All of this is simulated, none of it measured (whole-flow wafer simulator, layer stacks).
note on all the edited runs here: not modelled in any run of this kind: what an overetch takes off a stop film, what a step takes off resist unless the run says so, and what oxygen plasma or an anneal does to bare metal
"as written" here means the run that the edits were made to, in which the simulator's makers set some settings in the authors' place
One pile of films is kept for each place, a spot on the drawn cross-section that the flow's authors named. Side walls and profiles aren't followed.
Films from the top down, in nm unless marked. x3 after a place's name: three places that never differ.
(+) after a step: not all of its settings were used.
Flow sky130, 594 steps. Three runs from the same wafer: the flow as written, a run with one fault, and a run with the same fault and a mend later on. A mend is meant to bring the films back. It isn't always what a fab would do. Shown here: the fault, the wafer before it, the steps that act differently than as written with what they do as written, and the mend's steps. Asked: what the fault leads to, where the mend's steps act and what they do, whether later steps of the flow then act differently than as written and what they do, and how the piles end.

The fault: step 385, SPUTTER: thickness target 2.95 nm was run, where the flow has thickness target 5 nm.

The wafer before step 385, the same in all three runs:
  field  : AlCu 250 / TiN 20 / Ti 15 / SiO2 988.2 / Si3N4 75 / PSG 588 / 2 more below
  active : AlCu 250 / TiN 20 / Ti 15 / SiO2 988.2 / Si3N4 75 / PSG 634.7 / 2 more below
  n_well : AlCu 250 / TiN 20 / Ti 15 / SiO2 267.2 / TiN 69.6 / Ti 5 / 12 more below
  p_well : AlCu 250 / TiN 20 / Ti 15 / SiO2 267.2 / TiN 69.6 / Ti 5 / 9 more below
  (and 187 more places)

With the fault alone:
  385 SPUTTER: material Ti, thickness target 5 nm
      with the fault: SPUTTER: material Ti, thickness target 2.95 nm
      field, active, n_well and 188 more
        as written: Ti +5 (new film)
        with the fault: Ti +2.95 (new film)
  Later steps of the flow that act differently than as written (14 more steps differ only slightly, by at most 2% or 0.5 nm, whichever is larger, and aren't shown):
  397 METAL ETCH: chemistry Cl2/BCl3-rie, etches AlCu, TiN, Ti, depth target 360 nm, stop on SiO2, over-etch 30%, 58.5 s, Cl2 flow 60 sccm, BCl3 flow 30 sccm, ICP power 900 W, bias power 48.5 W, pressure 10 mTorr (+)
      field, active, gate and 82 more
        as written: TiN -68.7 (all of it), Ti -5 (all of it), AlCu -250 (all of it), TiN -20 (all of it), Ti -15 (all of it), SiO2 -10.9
        with the fault: TiN -68.7 (all of it), Ti -2.95 (all of it), AlCu -250 (all of it), TiN -20 (all of it), Ti -15 (all of it), SiO2 -11.1
  At the end the piles differ from the flow's by more than 2% or 0.5 nm, whichever is larger, at n_well, p_well, gate_hv and 103 more.
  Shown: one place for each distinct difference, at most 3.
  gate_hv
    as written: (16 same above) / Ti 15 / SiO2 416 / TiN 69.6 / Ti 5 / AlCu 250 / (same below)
    with the fault: (16 same above) / Ti 15 / SiO2 418.1 / TiN 69.6 / Ti 2.95 / AlCu 250 / (same below)
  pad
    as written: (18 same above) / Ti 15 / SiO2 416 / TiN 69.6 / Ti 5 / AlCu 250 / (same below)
    with the fault: (18 same above) / Ti 15 / SiO2 418.1 / TiN 69.6 / Ti 2.95 / AlCu 250 / (same below)
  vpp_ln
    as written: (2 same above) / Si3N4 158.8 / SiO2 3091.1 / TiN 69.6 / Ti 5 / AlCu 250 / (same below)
    with the fault: (2 same above) / Si3N4 158.8 / SiO2 3093.2 / TiN 69.6 / Ti 2.95 / AlCu 250 / (same below)

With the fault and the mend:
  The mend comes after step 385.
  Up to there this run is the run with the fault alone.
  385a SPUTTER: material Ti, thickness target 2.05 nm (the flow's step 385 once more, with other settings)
      field, active, n_well and 188 more
        Ti +2.05
  No later step of the flow acts differently than as written at any place that is followed.
  At the end the piles are the same as the flow's at every place that both follow.
